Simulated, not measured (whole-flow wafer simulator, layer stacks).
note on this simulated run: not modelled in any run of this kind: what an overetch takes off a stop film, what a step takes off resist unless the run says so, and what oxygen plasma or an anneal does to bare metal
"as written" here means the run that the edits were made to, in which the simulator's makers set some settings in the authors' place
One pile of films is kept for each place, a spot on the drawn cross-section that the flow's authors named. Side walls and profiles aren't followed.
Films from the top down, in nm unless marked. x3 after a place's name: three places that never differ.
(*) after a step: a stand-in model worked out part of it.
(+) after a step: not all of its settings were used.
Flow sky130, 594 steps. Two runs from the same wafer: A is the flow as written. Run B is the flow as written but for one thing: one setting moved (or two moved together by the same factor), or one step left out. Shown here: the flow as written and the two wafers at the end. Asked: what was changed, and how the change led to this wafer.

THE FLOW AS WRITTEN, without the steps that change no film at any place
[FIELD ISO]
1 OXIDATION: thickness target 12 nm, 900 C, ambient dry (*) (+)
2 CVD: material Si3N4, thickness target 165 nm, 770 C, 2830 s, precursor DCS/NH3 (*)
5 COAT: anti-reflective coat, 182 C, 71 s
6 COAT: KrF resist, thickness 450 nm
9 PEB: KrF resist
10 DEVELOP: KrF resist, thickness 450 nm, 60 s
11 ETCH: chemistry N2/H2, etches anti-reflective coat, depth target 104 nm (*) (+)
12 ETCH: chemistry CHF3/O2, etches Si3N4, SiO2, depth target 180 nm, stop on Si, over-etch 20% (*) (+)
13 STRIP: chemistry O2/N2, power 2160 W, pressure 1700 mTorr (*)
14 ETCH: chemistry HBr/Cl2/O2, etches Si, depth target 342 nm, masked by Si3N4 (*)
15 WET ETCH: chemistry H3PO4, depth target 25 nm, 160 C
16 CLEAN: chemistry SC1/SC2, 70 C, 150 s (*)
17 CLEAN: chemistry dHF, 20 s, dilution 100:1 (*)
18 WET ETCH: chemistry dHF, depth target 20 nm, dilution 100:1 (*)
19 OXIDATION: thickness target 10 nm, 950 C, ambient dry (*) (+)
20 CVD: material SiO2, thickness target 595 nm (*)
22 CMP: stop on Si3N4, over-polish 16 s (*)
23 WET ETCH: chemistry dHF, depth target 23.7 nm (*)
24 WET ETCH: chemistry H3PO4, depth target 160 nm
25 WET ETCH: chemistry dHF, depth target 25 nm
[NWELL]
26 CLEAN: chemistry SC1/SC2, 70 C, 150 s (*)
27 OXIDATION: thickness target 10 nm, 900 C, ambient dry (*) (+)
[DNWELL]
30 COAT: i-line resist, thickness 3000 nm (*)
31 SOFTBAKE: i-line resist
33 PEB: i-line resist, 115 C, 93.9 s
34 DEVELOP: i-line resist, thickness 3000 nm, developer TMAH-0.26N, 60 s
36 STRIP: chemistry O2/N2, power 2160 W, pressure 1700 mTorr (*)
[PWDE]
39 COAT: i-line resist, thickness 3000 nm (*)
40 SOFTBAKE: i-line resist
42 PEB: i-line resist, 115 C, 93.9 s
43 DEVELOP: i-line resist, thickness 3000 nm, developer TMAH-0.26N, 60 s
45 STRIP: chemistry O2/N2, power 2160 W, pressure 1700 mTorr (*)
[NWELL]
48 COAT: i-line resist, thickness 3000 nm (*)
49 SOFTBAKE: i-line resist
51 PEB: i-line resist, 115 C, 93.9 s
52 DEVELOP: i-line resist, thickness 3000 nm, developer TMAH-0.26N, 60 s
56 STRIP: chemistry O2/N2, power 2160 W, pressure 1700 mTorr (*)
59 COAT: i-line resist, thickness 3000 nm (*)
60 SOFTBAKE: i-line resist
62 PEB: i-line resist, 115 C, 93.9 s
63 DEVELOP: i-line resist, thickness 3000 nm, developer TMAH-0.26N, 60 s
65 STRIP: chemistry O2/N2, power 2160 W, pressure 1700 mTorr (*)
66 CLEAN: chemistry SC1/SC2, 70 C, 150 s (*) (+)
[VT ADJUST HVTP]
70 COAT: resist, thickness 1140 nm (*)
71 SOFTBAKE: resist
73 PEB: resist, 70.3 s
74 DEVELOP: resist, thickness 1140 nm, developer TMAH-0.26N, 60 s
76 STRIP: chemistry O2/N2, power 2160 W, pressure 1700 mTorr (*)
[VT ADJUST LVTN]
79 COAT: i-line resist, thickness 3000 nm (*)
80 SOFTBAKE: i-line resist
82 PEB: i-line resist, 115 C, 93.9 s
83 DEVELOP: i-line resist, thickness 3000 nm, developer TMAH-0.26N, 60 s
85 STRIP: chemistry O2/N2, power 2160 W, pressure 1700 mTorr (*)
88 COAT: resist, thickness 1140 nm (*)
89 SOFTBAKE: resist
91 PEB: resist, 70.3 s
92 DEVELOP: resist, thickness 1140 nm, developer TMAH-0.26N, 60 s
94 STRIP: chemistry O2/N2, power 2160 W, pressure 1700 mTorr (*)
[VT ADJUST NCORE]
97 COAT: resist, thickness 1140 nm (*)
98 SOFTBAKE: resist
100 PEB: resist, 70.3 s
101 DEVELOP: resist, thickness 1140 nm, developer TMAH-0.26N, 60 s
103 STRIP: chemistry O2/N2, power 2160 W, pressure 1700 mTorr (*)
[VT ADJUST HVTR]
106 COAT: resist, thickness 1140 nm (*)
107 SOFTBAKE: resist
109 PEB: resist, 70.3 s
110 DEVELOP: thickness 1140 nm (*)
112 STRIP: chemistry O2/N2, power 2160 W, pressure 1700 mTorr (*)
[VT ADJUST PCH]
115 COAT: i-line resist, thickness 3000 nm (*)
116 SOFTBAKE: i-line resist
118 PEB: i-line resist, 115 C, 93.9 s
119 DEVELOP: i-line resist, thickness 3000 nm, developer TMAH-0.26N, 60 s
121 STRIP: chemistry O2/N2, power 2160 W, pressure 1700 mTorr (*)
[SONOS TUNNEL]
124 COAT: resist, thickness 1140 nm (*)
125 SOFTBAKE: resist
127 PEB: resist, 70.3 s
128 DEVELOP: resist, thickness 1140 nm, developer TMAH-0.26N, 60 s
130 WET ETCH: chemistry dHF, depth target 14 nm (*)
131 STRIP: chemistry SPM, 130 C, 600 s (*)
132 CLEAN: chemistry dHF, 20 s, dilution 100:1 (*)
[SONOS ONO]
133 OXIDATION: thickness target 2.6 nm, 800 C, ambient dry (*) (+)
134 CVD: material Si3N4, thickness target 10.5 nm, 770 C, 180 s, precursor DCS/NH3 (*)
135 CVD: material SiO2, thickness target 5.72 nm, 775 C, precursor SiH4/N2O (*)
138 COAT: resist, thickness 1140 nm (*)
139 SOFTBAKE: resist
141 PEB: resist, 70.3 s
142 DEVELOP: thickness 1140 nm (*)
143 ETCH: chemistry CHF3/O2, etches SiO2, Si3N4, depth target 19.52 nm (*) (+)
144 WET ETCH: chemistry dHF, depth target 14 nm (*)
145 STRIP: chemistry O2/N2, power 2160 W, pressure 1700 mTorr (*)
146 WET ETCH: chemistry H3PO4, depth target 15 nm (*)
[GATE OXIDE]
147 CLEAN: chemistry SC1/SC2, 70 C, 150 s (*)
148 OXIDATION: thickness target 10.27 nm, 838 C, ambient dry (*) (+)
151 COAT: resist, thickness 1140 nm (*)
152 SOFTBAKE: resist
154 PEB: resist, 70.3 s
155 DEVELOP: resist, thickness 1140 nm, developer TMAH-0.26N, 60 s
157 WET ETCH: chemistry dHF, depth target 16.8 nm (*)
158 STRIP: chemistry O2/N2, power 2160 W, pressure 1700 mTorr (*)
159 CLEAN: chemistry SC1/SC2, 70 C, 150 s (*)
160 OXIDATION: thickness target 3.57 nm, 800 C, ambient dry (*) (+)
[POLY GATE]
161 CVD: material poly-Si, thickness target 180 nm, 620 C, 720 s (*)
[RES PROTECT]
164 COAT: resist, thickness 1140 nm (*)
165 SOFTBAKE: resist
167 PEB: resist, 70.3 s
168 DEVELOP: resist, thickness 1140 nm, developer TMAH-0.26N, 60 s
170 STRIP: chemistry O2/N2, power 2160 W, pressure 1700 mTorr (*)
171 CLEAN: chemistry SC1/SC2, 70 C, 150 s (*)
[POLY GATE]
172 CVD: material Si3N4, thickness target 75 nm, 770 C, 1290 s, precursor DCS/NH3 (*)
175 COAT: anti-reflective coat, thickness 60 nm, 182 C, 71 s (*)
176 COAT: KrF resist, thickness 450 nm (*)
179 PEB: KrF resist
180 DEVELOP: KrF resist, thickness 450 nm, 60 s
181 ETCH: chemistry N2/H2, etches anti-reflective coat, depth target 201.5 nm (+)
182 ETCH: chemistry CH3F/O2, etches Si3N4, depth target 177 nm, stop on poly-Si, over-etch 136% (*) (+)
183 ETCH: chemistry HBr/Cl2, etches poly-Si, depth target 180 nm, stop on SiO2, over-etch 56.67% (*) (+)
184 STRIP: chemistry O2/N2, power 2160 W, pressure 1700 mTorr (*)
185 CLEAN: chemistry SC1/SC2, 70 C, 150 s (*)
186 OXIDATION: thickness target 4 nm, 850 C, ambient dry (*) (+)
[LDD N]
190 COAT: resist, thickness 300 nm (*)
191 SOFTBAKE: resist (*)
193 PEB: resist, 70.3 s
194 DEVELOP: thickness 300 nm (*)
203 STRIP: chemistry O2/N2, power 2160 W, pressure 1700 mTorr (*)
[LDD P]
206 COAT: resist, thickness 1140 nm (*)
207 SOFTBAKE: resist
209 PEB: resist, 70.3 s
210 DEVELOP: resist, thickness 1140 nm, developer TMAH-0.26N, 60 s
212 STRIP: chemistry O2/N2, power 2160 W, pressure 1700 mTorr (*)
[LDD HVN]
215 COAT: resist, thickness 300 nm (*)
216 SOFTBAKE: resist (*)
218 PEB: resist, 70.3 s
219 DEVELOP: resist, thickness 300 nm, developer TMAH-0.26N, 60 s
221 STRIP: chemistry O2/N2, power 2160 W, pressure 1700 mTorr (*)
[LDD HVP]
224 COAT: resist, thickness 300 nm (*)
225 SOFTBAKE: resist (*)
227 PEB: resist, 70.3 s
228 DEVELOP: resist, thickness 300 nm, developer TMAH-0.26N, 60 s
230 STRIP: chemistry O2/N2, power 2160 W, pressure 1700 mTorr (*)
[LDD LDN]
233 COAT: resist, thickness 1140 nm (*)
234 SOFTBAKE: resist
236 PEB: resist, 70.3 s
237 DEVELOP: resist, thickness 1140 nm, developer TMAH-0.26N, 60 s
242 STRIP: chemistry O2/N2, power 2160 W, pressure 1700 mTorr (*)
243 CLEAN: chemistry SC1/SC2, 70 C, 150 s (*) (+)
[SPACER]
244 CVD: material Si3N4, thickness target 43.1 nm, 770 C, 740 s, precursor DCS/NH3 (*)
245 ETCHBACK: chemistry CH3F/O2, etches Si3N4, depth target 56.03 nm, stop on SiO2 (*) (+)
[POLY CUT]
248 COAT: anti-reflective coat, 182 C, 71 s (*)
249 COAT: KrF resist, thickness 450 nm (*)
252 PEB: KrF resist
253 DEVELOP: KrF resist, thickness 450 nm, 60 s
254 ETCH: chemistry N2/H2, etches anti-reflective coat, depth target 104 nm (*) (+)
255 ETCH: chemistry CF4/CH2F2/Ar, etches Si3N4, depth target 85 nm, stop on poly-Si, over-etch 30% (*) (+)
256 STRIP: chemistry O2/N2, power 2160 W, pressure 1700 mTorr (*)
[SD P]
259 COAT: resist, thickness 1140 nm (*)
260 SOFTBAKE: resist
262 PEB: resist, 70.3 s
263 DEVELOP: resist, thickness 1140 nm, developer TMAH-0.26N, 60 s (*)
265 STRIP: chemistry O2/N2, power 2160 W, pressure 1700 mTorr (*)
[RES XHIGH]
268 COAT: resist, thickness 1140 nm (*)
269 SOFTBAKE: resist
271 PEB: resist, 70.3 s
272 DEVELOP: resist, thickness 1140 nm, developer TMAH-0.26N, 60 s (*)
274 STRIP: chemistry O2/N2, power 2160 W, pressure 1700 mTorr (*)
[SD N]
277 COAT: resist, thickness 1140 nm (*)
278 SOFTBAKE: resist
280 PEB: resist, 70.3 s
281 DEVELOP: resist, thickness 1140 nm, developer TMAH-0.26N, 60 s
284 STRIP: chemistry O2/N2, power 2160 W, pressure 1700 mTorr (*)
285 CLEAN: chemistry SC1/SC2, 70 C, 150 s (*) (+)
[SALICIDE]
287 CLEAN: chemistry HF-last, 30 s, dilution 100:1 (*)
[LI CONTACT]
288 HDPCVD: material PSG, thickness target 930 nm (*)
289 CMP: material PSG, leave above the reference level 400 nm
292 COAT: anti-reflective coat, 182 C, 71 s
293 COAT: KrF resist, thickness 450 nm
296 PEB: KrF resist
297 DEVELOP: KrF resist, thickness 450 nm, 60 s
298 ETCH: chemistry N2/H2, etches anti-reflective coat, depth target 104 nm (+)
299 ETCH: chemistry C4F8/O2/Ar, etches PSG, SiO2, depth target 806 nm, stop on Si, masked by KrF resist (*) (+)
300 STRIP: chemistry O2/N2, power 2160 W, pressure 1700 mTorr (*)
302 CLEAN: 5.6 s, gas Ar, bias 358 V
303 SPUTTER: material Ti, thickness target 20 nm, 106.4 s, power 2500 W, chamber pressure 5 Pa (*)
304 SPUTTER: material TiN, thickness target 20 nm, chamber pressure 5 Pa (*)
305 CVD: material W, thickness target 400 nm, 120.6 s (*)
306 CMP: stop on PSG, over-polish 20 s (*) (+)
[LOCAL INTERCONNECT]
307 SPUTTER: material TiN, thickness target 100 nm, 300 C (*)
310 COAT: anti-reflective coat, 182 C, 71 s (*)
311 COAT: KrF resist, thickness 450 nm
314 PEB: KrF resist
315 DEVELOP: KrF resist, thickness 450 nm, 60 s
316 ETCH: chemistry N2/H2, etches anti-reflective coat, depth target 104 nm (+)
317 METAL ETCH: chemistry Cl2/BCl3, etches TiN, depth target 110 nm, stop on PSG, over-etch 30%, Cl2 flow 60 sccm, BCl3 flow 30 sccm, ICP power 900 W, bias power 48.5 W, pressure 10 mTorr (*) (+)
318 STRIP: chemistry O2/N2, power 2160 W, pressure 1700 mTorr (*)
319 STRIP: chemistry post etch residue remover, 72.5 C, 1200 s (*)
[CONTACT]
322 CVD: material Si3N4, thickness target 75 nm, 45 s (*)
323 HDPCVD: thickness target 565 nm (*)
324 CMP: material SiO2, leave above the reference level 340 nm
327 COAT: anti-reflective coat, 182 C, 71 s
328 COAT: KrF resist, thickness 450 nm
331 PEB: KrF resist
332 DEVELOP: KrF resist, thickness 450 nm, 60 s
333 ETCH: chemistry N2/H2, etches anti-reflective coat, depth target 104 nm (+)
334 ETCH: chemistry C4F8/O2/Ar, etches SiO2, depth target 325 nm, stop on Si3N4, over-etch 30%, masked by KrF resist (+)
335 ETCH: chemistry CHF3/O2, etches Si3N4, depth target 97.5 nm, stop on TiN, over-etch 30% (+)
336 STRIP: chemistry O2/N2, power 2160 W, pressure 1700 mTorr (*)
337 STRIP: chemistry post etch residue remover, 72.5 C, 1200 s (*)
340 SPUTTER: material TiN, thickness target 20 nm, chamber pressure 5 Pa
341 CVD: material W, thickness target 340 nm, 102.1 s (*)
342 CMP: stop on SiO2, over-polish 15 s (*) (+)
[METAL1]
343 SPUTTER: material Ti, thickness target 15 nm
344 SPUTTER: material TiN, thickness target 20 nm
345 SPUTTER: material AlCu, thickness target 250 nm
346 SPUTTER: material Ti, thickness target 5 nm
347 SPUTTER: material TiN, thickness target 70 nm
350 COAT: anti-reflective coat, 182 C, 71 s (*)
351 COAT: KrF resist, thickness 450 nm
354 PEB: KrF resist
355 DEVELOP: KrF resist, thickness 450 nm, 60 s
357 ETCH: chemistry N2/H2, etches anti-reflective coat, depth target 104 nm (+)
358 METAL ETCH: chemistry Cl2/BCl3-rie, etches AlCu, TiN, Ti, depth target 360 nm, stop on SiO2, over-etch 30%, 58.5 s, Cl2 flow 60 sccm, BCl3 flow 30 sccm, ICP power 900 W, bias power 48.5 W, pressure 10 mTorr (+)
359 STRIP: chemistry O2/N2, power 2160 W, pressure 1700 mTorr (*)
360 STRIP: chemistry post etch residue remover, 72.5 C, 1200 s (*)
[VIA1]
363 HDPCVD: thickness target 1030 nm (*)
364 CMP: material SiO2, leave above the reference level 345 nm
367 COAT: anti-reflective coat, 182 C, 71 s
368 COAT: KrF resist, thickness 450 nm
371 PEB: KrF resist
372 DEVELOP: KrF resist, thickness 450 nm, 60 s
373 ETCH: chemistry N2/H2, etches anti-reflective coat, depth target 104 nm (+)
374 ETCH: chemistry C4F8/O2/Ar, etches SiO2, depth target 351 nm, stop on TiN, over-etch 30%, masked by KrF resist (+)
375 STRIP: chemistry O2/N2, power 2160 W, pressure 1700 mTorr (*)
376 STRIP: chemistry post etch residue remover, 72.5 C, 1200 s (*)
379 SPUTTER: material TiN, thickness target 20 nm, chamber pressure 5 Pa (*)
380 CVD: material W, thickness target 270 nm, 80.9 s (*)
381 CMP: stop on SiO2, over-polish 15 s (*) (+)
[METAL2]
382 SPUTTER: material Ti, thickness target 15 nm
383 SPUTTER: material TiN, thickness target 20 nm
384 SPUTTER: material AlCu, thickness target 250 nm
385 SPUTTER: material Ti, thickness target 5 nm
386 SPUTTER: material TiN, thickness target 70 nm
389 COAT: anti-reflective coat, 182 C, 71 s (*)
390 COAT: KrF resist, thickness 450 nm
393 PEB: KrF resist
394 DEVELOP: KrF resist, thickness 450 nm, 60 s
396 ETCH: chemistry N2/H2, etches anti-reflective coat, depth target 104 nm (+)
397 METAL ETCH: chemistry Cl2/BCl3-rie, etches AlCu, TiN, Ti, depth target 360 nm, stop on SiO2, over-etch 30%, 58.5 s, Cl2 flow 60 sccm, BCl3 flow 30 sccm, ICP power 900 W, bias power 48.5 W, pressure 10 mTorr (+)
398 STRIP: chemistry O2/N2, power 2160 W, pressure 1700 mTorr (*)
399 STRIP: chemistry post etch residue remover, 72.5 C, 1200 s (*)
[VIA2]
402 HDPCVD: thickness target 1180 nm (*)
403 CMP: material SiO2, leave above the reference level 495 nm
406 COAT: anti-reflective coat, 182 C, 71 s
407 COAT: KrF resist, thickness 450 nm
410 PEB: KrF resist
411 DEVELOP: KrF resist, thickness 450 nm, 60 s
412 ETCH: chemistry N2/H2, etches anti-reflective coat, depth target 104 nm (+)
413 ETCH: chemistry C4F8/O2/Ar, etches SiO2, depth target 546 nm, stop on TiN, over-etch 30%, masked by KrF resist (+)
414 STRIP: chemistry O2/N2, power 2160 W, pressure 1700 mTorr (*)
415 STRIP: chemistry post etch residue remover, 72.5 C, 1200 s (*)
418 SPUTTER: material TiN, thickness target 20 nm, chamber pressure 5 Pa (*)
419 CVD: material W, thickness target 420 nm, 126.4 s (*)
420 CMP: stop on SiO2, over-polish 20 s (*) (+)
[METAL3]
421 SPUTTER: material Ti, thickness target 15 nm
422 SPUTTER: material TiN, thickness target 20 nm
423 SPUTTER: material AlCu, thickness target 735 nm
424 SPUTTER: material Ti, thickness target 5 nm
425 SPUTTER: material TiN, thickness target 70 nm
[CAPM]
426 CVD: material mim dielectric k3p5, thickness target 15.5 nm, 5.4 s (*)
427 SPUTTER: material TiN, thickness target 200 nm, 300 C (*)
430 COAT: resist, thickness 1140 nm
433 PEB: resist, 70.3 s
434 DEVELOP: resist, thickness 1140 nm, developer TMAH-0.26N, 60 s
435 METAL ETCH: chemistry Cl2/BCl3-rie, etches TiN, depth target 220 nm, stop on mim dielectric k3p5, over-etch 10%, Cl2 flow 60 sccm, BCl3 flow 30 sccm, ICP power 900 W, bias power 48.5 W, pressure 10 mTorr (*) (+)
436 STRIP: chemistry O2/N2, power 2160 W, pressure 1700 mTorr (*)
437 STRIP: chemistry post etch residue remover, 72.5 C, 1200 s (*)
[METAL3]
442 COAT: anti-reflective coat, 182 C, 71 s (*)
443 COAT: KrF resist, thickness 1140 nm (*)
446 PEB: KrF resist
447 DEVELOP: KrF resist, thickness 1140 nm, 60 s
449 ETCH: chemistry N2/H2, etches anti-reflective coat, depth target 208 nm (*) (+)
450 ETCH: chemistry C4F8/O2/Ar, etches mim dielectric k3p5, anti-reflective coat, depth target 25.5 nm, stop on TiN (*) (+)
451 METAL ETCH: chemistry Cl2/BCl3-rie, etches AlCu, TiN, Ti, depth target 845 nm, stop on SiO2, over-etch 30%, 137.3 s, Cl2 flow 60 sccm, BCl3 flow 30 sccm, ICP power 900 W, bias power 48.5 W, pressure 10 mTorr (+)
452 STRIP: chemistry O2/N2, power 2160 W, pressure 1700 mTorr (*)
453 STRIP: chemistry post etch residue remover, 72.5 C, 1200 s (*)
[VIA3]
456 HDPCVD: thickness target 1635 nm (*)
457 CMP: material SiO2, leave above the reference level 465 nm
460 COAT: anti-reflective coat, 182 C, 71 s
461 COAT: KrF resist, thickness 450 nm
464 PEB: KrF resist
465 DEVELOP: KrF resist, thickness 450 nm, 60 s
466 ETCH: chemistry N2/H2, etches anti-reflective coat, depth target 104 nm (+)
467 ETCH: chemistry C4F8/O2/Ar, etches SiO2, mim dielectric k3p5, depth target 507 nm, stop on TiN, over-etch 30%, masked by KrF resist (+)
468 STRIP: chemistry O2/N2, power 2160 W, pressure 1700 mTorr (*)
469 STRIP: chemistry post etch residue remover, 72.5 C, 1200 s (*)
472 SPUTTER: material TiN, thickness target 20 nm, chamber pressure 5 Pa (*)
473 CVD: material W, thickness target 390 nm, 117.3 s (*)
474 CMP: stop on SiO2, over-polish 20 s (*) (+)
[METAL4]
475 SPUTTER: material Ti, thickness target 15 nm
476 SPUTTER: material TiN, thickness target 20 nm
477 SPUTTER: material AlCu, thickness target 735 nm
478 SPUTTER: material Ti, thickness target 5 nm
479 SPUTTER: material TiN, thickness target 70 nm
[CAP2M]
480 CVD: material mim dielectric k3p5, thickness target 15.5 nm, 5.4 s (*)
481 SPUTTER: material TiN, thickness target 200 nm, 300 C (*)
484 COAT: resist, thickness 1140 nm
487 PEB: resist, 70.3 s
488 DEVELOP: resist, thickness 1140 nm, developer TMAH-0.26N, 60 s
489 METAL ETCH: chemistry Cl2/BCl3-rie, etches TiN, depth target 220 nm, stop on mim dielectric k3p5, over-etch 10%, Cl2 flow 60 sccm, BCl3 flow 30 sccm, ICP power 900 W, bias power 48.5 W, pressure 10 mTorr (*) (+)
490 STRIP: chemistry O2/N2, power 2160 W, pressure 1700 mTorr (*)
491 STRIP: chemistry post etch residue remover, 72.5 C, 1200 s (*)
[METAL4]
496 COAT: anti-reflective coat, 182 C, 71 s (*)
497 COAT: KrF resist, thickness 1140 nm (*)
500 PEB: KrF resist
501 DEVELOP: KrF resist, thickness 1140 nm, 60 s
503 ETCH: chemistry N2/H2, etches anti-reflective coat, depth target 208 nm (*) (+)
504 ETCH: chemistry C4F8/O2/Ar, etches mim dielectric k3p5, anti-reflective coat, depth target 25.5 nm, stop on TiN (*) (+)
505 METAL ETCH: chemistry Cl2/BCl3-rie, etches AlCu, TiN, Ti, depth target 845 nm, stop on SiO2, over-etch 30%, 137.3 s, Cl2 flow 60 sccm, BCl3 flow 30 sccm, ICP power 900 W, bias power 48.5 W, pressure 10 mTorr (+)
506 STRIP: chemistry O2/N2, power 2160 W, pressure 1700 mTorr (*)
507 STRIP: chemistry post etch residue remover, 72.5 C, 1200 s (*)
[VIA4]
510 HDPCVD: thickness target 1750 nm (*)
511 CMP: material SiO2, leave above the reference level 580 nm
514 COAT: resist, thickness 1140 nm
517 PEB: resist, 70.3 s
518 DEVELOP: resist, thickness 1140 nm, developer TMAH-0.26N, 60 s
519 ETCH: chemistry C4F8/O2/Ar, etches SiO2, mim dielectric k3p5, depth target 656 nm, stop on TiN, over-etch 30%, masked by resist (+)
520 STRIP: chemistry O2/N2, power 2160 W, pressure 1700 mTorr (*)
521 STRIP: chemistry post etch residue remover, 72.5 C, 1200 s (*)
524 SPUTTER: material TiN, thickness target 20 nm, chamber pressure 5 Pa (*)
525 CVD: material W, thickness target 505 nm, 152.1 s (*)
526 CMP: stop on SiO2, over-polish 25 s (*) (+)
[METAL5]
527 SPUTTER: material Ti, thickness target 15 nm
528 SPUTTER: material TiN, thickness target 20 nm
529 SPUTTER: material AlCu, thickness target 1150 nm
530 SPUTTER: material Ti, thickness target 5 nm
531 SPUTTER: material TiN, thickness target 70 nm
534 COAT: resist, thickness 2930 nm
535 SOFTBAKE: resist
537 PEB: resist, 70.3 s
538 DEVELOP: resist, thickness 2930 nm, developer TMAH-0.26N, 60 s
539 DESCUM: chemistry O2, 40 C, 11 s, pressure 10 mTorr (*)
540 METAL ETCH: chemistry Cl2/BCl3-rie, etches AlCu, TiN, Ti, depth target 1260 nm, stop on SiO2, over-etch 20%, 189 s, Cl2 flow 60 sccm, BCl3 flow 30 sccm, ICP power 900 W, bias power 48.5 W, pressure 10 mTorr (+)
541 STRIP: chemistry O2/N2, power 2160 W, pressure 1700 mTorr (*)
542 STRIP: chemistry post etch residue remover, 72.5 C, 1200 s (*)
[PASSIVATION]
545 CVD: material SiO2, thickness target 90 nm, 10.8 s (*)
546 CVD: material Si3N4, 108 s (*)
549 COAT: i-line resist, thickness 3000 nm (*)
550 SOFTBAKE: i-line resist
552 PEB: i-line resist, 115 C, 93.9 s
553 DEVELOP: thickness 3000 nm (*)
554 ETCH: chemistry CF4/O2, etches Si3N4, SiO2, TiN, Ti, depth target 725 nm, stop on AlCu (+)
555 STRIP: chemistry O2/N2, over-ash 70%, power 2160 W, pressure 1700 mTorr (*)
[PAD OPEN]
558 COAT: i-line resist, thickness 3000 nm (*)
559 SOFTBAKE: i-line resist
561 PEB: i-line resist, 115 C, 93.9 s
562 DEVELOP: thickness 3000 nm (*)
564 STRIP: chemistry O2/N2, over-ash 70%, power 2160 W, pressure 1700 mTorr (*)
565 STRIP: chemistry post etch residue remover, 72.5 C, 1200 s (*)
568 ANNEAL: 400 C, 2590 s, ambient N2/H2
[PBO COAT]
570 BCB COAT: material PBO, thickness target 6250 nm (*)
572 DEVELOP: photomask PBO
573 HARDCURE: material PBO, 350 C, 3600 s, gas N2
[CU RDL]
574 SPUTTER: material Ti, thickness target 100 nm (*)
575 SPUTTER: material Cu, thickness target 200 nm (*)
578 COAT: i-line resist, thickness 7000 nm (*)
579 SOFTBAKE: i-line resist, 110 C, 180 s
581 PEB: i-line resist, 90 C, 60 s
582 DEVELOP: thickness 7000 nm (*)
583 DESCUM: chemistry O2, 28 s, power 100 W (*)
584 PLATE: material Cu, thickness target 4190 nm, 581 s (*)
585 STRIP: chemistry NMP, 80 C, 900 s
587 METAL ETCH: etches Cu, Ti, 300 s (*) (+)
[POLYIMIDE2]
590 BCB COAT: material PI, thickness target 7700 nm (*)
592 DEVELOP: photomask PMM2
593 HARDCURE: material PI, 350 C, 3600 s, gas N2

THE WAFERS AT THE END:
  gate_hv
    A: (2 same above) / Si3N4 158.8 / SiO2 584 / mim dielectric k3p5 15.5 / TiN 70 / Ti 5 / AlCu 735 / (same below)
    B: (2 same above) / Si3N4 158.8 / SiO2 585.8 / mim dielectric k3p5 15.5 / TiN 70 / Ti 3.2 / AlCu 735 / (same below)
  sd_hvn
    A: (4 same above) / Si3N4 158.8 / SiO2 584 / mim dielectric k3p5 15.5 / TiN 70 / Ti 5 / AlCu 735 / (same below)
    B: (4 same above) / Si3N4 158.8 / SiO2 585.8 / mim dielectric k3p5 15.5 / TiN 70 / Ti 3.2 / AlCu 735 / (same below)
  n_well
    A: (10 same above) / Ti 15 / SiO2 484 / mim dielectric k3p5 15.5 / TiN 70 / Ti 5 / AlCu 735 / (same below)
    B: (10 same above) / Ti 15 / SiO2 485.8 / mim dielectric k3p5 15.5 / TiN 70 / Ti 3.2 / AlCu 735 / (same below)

The cause: step 478, SPUTTER: thickness target 3.2 nm was run, where the flow has thickness target 5 nm.
It can be read off the wafer: gate_hv has Ti 3.2, and step 478 as written asks for 5 nm.

How the change led to this, step by step:
  478 SPUTTER: material Ti, thickness target 5 nm
      field, active, n_well and 189 more: A Ti +5 (new film) | B Ti +3.2 (new film)
  505 METAL ETCH: chemistry Cl2/BCl3-rie, etches AlCu, TiN, Ti, depth target 845 nm, stop on SiO2, over-etch 30%, 137.3 s, Cl2 flow 60 sccm, BCl3 flow 30 sccm, ICP power 900 W, bias power 48.5 W, pressure 10 mTorr (+)
      field, gate, spacer and 68 more: A TiN -70 (all of it), Ti -5 (all of it), AlCu -735 (all of it), TiN -20 (all of it), Ti -15 (all of it), SiO2 -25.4 | B TiN -70 (all of it), Ti -3.2 (all of it), AlCu -735 (all of it), TiN -20 (all of it), Ti -15 (all of it), SiO2 -25.5
      active, vpp_iso1, mim_edge_plate and 14 more: A TiN -70 (all of it), Ti -5 (all of it), AlCu -735 (all of it), TiN -20 (all of it), Ti -15 (all of it), SiO2 -25.3 | B TiN -70 (all of it), Ti -3.2 (all of it), AlCu -735 (all of it), TiN -20 (all of it), Ti -15 (all of it), SiO2 -25.5
